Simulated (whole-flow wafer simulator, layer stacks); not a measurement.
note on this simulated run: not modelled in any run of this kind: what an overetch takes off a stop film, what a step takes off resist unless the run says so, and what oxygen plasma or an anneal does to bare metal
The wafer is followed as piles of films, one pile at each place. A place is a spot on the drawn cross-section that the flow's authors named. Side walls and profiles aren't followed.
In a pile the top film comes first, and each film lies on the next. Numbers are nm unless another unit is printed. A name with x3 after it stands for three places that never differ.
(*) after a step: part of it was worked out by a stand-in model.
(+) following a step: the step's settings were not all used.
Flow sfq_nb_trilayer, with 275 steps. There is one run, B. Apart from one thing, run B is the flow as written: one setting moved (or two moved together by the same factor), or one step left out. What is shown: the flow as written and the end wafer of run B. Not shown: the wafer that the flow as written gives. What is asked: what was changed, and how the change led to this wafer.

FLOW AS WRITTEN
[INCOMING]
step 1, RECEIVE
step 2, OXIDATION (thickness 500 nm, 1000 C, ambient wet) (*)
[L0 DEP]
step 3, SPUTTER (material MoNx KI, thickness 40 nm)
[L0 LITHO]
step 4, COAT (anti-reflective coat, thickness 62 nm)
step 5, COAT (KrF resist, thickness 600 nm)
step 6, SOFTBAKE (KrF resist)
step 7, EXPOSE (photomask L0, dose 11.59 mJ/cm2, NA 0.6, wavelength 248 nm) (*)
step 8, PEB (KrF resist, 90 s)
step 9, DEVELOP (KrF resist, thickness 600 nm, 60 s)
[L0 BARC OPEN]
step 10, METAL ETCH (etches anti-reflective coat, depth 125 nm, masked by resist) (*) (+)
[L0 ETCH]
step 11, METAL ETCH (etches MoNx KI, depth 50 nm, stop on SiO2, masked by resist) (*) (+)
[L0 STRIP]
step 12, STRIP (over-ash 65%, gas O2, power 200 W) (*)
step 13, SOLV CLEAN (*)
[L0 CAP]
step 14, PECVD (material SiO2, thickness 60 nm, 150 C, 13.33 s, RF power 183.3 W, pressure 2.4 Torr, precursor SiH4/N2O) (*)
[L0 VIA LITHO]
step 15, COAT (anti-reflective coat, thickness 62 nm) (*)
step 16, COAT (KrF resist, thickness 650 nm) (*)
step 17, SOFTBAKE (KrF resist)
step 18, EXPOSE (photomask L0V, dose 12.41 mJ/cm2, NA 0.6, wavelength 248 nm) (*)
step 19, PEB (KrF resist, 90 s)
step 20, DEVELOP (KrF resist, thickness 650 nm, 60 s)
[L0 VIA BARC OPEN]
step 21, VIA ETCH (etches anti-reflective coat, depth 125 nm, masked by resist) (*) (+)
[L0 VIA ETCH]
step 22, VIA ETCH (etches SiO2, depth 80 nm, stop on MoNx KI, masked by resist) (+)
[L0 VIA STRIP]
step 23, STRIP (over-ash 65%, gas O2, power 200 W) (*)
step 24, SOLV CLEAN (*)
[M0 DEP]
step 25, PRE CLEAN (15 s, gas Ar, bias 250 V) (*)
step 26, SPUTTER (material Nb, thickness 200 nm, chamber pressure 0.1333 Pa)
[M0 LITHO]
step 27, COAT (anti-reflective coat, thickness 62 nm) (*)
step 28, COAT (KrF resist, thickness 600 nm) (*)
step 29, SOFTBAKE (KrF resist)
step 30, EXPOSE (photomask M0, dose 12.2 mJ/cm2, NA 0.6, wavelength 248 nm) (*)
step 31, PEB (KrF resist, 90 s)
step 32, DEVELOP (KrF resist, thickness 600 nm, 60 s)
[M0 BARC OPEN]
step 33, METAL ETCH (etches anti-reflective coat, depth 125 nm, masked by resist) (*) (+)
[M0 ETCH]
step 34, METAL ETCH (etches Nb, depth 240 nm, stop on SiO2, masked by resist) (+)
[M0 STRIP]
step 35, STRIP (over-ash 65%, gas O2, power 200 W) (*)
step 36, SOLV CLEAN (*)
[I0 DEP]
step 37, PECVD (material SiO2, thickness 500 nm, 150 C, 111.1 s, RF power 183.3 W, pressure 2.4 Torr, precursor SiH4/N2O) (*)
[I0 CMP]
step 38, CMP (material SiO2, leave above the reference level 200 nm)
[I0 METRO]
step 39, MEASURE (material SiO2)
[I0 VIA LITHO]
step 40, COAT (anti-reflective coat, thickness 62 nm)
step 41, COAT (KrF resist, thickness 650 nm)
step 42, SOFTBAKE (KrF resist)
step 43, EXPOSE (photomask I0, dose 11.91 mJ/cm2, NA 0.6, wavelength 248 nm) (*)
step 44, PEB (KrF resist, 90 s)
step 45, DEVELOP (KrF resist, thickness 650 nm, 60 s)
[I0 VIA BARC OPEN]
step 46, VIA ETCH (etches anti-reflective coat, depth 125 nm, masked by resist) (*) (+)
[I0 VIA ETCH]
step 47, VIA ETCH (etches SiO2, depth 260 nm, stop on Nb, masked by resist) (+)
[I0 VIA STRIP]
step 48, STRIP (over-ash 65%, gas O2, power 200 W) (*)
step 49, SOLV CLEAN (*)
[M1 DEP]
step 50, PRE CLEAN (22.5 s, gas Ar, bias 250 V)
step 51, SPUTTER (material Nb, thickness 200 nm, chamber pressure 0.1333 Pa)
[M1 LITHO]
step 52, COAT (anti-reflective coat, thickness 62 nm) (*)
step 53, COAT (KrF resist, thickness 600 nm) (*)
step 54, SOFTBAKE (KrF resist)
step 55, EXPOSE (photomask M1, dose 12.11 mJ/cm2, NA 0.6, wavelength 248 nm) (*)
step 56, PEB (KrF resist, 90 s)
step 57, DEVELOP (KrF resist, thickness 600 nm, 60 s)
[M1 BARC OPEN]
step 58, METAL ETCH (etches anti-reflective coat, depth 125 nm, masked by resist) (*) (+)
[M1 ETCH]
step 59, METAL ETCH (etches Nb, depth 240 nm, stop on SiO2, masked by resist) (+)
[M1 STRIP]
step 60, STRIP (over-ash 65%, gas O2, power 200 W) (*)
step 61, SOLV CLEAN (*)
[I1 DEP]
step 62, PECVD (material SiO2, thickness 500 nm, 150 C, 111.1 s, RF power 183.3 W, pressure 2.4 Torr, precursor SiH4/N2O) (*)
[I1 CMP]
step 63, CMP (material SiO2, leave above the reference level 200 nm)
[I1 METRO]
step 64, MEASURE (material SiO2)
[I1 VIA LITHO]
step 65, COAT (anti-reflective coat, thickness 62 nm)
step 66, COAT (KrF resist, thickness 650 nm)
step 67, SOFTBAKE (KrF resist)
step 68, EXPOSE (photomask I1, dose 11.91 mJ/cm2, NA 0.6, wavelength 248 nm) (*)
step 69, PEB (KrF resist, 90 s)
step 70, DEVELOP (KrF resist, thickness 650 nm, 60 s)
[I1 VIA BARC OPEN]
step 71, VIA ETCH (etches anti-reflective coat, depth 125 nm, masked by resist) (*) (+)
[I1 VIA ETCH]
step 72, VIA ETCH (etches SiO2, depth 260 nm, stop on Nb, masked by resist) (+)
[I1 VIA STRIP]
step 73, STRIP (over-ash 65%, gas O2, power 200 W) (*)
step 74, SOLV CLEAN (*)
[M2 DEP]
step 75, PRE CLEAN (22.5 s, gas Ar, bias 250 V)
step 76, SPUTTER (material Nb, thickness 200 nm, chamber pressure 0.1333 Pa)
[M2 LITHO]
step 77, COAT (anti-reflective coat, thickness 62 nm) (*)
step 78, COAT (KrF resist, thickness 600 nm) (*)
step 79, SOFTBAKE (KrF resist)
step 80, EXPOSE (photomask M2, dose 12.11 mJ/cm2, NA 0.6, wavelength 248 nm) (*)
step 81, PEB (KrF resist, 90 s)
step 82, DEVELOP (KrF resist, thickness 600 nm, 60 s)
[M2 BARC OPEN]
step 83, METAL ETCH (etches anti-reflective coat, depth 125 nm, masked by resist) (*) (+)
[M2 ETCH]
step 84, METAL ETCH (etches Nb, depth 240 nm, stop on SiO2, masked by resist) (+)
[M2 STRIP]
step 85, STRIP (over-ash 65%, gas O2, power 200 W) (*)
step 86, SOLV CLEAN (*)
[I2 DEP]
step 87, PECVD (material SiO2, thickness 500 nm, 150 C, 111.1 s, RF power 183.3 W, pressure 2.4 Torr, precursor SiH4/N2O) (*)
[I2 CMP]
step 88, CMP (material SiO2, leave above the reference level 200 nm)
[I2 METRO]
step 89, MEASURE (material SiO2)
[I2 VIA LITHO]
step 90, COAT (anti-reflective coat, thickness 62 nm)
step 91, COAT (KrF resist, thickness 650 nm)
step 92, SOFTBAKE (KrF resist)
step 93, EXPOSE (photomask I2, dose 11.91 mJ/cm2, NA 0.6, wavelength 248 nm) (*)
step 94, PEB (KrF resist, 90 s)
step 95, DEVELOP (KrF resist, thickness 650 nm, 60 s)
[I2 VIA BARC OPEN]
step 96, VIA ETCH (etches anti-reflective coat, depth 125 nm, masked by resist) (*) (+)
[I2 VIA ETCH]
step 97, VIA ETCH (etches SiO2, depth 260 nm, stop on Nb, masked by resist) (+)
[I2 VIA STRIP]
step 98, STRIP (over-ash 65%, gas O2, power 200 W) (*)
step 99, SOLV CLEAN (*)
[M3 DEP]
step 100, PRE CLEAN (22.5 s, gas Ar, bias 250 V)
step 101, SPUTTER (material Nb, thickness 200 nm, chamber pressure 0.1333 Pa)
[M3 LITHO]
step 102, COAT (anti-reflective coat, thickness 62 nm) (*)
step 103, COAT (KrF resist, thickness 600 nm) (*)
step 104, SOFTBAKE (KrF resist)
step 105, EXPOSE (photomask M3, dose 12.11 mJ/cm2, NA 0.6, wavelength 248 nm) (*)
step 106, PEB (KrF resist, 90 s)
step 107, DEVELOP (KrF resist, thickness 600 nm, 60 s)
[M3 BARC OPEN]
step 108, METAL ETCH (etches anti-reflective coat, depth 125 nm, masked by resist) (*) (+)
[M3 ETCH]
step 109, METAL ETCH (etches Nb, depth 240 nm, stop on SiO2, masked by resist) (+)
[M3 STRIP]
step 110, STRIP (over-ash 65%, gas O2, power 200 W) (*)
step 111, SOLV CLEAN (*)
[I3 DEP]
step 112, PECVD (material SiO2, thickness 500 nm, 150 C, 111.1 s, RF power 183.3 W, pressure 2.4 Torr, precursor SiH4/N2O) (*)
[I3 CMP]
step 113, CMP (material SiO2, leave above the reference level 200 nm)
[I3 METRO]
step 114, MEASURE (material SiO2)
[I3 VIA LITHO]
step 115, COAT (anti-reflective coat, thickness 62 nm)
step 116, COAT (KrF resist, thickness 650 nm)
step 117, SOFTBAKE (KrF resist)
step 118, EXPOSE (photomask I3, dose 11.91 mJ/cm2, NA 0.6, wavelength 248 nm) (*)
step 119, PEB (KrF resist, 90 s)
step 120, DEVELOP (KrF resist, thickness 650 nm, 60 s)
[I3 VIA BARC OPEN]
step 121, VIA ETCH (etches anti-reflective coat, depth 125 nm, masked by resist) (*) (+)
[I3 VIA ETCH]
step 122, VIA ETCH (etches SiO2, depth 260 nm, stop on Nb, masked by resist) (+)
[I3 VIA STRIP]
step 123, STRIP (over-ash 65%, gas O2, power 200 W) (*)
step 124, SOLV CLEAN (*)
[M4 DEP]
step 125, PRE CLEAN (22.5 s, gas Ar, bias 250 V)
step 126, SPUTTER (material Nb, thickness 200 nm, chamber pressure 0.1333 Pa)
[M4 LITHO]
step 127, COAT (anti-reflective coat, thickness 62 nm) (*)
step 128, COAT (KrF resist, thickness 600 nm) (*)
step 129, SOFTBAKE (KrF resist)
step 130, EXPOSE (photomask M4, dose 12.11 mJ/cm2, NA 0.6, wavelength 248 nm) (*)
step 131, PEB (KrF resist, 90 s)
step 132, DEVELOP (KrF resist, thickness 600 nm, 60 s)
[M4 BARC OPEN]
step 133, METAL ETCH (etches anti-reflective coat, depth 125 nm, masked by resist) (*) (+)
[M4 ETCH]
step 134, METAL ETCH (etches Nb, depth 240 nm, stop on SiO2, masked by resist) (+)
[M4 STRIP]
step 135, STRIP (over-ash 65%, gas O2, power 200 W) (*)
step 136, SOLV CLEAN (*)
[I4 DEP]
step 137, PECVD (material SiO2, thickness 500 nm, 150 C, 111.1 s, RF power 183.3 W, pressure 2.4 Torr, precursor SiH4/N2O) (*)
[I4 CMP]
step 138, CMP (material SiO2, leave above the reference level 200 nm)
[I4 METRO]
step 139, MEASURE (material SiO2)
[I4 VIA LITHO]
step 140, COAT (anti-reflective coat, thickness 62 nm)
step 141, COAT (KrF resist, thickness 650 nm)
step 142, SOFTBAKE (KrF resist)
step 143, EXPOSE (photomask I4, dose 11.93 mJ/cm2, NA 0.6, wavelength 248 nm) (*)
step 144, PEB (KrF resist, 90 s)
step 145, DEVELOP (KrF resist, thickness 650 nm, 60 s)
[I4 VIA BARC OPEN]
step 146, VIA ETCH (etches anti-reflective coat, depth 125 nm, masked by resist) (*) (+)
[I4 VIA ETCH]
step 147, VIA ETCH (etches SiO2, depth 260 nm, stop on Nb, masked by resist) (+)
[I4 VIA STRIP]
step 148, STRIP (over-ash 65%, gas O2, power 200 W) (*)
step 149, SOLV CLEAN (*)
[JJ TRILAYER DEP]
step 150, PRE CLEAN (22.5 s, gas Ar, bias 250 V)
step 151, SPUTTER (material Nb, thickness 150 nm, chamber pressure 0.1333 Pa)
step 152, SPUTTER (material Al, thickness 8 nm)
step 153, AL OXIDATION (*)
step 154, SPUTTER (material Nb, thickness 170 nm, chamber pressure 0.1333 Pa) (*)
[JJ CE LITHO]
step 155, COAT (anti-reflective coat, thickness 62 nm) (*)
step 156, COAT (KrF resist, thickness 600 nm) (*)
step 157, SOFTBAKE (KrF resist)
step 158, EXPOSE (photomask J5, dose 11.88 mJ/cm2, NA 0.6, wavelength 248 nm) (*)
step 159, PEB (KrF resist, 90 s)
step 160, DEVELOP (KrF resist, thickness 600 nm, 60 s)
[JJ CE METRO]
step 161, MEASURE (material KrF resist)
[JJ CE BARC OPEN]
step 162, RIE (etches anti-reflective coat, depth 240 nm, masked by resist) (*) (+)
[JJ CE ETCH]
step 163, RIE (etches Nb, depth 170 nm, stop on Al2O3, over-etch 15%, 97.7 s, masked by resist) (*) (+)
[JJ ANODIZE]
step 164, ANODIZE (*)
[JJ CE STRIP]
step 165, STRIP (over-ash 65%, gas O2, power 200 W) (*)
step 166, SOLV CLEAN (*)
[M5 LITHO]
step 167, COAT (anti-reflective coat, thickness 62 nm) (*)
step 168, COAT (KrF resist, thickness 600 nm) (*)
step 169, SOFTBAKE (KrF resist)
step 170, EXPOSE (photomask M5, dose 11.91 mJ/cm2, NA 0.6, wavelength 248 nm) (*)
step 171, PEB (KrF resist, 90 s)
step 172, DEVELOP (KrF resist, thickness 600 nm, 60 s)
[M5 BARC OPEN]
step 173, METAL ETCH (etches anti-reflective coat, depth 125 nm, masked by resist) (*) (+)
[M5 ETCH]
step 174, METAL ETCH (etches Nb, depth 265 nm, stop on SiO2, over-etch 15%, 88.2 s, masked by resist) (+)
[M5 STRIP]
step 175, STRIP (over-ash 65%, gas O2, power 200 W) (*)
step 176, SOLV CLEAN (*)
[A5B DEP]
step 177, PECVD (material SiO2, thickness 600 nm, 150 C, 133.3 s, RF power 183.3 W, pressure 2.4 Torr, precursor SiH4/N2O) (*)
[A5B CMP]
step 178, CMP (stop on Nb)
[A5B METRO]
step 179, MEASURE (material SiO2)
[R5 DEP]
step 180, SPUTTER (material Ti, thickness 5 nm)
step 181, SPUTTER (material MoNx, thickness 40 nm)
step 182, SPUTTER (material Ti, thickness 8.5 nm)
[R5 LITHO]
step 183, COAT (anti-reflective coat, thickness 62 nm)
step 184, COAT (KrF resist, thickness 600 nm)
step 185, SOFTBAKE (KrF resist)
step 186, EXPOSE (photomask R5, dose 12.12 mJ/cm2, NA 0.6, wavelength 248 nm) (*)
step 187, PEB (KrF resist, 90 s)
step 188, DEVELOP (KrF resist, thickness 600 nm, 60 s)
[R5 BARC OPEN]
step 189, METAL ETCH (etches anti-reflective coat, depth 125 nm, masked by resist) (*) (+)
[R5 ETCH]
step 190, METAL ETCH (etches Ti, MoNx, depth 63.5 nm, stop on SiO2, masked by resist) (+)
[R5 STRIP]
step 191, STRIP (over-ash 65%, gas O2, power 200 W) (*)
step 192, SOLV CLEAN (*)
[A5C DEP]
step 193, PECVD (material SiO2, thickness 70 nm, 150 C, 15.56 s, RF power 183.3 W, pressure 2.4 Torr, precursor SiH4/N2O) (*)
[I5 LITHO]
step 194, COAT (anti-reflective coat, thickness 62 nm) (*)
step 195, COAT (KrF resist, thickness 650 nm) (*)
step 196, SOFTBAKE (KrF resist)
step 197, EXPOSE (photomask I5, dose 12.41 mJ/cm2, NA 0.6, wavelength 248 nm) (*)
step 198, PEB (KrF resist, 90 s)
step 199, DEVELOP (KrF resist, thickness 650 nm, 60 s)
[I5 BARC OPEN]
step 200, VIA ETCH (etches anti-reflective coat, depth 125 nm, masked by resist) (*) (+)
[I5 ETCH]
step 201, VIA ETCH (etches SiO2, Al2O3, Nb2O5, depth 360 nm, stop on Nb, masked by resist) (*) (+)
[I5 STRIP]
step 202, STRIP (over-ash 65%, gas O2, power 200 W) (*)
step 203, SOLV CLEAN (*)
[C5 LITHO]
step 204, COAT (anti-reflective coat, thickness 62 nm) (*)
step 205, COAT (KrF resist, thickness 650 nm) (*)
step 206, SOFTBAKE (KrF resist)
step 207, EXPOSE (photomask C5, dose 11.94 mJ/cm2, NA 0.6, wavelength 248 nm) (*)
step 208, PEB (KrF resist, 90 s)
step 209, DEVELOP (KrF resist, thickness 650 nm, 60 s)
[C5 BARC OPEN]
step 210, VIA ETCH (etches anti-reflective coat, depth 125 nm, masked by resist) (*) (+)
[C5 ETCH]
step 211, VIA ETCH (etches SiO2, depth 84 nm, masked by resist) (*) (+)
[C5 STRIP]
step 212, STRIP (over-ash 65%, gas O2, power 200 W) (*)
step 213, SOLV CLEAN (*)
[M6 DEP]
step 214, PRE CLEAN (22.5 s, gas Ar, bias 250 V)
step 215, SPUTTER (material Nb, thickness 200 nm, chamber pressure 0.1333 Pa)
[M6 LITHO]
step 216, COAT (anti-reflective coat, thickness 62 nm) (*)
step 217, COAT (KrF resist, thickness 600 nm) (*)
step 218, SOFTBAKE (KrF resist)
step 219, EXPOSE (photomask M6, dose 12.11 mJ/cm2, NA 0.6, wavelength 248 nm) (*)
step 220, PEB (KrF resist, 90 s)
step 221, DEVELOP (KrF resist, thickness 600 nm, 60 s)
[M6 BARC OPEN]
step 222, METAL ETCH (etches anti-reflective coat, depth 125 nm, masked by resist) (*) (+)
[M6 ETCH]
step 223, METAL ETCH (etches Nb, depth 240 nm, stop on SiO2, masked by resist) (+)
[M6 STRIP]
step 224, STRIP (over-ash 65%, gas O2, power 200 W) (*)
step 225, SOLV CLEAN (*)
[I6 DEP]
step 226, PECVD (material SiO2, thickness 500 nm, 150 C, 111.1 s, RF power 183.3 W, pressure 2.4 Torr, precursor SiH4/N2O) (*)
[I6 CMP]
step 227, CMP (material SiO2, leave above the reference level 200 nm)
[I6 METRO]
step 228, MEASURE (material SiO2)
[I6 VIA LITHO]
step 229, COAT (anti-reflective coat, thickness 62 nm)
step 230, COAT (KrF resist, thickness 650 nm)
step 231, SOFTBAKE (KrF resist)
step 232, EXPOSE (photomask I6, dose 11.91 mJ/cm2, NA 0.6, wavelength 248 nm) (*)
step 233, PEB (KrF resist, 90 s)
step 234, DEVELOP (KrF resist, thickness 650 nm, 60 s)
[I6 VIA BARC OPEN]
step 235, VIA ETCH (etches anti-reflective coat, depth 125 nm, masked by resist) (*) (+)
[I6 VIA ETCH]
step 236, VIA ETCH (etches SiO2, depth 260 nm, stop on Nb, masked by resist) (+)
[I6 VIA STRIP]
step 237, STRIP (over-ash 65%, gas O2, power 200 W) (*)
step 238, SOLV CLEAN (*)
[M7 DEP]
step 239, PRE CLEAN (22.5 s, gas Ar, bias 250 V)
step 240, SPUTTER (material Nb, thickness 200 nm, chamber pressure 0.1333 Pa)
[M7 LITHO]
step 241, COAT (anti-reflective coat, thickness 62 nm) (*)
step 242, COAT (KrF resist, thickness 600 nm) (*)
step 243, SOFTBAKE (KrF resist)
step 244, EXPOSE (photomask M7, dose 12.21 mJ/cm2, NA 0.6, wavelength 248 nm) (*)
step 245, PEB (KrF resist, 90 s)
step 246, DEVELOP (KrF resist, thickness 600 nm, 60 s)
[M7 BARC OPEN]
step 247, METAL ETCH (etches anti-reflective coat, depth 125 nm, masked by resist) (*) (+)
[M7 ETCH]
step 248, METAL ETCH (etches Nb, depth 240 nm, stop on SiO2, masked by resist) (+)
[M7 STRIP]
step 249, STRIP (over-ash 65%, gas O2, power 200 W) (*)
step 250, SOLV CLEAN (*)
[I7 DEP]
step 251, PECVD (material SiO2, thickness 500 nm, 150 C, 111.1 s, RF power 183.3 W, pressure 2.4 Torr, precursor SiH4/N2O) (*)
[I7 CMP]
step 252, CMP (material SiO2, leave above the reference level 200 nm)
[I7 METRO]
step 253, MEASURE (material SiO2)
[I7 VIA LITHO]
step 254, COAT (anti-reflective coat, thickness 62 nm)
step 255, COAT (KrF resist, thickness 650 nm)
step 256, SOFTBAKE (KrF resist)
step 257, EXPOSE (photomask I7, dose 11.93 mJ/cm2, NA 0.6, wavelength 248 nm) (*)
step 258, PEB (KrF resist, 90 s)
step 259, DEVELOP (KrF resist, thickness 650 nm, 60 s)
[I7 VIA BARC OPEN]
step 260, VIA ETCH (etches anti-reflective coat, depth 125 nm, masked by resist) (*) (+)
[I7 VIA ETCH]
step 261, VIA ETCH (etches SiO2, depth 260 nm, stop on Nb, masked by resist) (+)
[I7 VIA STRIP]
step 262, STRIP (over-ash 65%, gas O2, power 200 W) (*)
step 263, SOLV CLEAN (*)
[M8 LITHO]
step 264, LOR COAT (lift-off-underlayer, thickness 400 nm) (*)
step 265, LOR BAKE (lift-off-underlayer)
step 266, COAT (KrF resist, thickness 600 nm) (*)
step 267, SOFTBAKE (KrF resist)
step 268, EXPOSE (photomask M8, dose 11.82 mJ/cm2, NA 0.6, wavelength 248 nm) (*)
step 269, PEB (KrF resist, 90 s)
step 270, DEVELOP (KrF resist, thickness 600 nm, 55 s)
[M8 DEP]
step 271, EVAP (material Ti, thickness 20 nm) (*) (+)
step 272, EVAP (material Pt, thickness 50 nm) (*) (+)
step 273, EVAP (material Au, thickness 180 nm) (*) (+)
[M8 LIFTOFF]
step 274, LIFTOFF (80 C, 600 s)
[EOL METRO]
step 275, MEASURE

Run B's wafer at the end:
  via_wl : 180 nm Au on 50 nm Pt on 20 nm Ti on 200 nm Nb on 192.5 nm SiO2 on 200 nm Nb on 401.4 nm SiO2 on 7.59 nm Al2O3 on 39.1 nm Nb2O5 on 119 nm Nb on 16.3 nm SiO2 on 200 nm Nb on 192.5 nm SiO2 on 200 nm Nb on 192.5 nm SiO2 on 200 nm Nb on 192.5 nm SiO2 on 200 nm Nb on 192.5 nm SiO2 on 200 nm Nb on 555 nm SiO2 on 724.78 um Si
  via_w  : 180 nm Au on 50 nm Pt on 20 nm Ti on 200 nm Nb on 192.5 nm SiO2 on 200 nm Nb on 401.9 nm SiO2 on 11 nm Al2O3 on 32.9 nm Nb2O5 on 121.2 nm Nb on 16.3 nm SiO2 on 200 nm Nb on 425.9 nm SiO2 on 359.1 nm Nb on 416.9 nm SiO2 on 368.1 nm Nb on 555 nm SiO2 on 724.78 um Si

Cause: step 147, VIA ETCH: depth 176 nm was run, whereas the flow has depth 260 nm.

Step by step, how the change led to this:
  step 147, VIA ETCH (etches SiO2, depth 260 nm, stop on Nb, masked by resist) (+)
      via_wl, via_w, via_wr: SiO2 loses 176 (as written it would have been: SiO2 loses 199.8 (all of it))
      field_l, v_sur, via_sp and 100 more: KrF resist loses 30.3 (as written it would have been: KrF resist loses 44.8)
  step 148, STRIP (over-ash 65%, gas O2, power 200 W) (*)
      field_l, v_sur, via_sp and 100 more: KrF resist loses 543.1 (all of it), anti-reflective coat loses 62 (all of it) (as written it would have been: KrF resist loses 528.6 (all of it), anti-reflective coat loses 62 (all of it))
  step 150, PRE CLEAN (22.5 s, gas Ar, bias 250 V)
      via_wl, via_w, via_wr: SiO2 loses 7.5 (as written it would have been: Nb loses 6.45)
  step 151, SPUTTER (material Nb, thickness 150 nm, chamber pressure 0.1333 Pa)
      via_wl, via_w, via_wr: Nb gains 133 (new film) (as written it would have been: Nb gains 130.4)
  step 154, SPUTTER (material Nb, thickness 170 nm, chamber pressure 0.1333 Pa) (*)
      via_wl, via_wr: Nb gains 144.7 (new film) (as written it would have been: Nb gains 140.7 (new film))
      via_w: Nb gains 145 (new film) (as written it would have been: Nb gains 141 (new film))
  step 155, COAT (anti-reflective coat, thickness 62 nm) (*)
      via_wl, via_wr: anti-reflective coat gains 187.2 (new film) (as written it would have been: anti-reflective coat gains 209.4 (new film))
      v_sur: anti-reflective coat gains 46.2 (new film) (as written it would have been: anti-reflective coat gains 45.1 (new film))
      (also at 1 further place)
  step 156, COAT (KrF resist, thickness 600 nm) (*)
      via_w: KrF resist gains 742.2 (new film) (as written it would have been: KrF resist gains 763.8 (new film))
  step 160, DEVELOP (KrF resist, thickness 600 nm, 60 s)
      via_w: KrF resist loses 740.6 (all of it) (as written it would have been: KrF resist loses 762.1 (all of it))
  step 162, RIE (etches anti-reflective coat, depth 240 nm, masked by resist) (*) (+)
      ce_l, c5j, ce_r, wl_jj: KrF resist loses 187.2 (as written it would have been: KrF resist loses 209.4)
      via_wl, via_wr: anti-reflective coat loses 187.2 (all of it) (as written it would have been: anti-reflective coat loses 209.4 (all of it))
      (also at 2 further places)
  step 163, RIE (etches Nb, depth 170 nm, stop on Al2O3, over-etch 15%, 97.7 s, masked by resist) (*) (+)
      via_wl, via_wr: Nb loses 144.7 (all of it), Al2O3 loses 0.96 (all of it) (as written it would have been: Nb loses 140.7 (all of it), Al2O3 loses 0.96 (all of it))
      via_w: Nb loses 145 (all of it), Al2O3 loses 0.96 (all of it) (as written it would have been: Nb loses 141 (all of it), Al2O3 loses 0.96 (all of it))
  step 165, STRIP (over-ash 65%, gas O2, power 200 W) (*)
      ce_l: KrF resist loses 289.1 (all of it), anti-reflective coat loses 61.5 (all of it) (as written it would have been: KrF resist loses 266.8 (all of it), anti-reflective coat loses 61.4 (all of it))
      c5j: KrF resist loses 289.2 (all of it), anti-reflective coat loses 61.5 (all of it) (as written it would have been: KrF resist loses 266.9 (all of it), anti-reflective coat loses 61.5 (all of it))
      (also at 2 further places)
  step 167, COAT (anti-reflective coat, thickness 62 nm) (*)
      via_wl: anti-reflective coat gains 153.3 (new film) (as written it would have been: anti-reflective coat gains 170.5 (new film))
      via_wr: anti-reflective coat gains 153.3 (new film) (as written it would have been: anti-reflective coat gains 170.6 (new film))
  step 168, COAT (KrF resist, thickness 600 nm) (*)
      via_w: KrF resist gains 715.8 (new film) (as written it would have been: KrF resist gains 732.6 (new film))
  step 175, STRIP (over-ash 65%, gas O2, power 200 W) (*)
      via_wl: KrF resist loses 424.8 (all of it), anti-reflective coat loses 153.3 (all of it) (as written it would have been: KrF resist loses 427 (all of it), anti-reflective coat loses 170.5 (all of it))
      via_w: KrF resist loses 486.7 (all of it), anti-reflective coat loses 82.8 (all of it) (as written it would have been: KrF resist loses 503.5 (all of it), anti-reflective coat loses 84.1 (all of it))
      (also at 1 further place)
  step 178, CMP (stop on Nb)
      via_wl, via_wr: SiO2 loses 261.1 (as written it would have been: SiO2 loses 235.7)
      via_w: SiO2 loses 260.6 (as written it would have been: SiO2 loses 235.2)
If metal films that touch count as one body, via_wl has 8 bodies (between them, from the top down: SiO2 192.5; SiO2 401.4 / Al2O3 7.59 / Nb2O5 39.1; SiO2 16.3; SiO2 192.5; SiO2 192.5; SiO2 192.5; SiO2 192.5); the flow as written gives 7 bodies (between them, from the top down: SiO2 192.5; SiO2 426.8 / Al2O3 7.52 / Nb2O5 39.2; SiO2 192.5; SiO2 192.5; SiO2 192.5; SiO2 192.5).
If metal films that touch count as one body, via_w has 6 bodies (between them, from the top down: SiO2 192.5; SiO2 401.9 / Al2O3 11 / Nb2O5 32.9; SiO2 16.3; SiO2 425.9; SiO2 416.9); the flow as written gives 5 bodies (between them, from the top down: SiO2 192.5; SiO2 427.3 / Al2O3 10.8 / Nb2O5 33.3; SiO2 425.9; SiO2 416.9).
